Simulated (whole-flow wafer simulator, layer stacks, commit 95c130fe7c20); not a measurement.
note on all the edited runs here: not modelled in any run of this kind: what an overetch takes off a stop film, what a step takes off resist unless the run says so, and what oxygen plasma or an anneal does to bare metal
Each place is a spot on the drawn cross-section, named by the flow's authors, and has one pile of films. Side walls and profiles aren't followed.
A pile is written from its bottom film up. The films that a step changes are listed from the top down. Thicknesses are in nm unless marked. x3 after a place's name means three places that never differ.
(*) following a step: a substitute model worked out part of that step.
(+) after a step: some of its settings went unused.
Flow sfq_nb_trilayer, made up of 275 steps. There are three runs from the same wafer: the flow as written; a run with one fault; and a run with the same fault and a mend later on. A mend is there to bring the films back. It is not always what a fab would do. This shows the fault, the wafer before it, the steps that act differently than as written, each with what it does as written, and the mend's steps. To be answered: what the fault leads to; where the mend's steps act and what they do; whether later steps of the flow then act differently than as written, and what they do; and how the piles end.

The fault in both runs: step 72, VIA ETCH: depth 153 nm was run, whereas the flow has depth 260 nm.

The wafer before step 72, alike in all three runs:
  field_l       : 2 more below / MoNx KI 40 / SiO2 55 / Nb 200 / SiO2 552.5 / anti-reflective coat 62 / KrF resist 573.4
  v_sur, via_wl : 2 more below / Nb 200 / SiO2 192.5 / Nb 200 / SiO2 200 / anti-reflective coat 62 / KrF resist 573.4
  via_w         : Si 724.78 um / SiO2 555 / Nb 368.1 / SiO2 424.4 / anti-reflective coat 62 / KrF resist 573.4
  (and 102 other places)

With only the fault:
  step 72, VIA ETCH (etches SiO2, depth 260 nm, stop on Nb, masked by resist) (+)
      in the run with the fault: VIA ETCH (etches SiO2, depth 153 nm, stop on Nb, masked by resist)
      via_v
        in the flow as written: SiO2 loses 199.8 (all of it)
        in the run with the fault: SiO2 loses 153
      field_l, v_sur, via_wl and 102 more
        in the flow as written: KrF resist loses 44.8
        in the run with the fault: KrF resist loses 26.4
  Steps further on in the flow that do not act as written (not shown: 5 more steps that differ only slightly, by at most 2% or 0.5 nm, whichever is larger):
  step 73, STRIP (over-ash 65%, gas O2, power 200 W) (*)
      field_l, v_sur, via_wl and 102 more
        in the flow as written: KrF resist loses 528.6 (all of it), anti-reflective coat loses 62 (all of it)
        in the run with the fault: KrF resist loses 547.1 (all of it), anti-reflective coat loses 62 (all of it)
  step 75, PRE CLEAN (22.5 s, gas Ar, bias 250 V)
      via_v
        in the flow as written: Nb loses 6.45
        in the run with the fault: SiO2 loses 7.5
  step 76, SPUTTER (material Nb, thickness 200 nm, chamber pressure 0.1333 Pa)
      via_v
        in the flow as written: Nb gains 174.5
        in the run with the fault: Nb gains 183.8 (new film)
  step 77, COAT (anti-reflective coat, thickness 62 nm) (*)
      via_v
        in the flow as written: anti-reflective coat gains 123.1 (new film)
        in the run with the fault: anti-reflective coat gains 112.1 (new film)
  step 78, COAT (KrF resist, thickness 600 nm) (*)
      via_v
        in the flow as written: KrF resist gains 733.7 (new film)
        in the run with the fault: KrF resist gains 696.8 (new film)
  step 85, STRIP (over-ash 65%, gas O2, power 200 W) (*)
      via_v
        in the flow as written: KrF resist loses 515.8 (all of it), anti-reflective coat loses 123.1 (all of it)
        in the run with the fault: KrF resist loses 479 (all of it), anti-reflective coat loses 112.1 (all of it)
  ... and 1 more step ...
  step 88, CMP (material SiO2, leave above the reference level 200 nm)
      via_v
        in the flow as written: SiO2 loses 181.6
        in the run with the fault: SiO2 loses 157.1
  At via_v, the piles at the end differ from the flow's by more than 2% or 0.5 nm, whichever is larger.
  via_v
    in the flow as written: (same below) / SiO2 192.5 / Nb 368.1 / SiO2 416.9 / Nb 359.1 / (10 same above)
    in the run with the fault: (same below) / SiO2 192.5 / Nb 200 / SiO2 39.3 / Nb 183.8 / SiO2 361.8 / Nb 359.1 / (10 same above)

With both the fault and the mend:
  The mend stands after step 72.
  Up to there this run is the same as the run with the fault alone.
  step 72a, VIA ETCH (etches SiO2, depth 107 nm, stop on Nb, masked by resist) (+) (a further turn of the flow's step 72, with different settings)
      field_l, v_sur, via_wl and 102 more
        KrF resist loses 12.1
      via_v
        SiO2 loses 46.8 (all of it)
  Later steps of the flow that are run all act as written at every place that is followed, up to a difference of at most 2% or 0.5 nm, whichever is larger.
  By the end, the piles equal the flow's at every place that both follow.
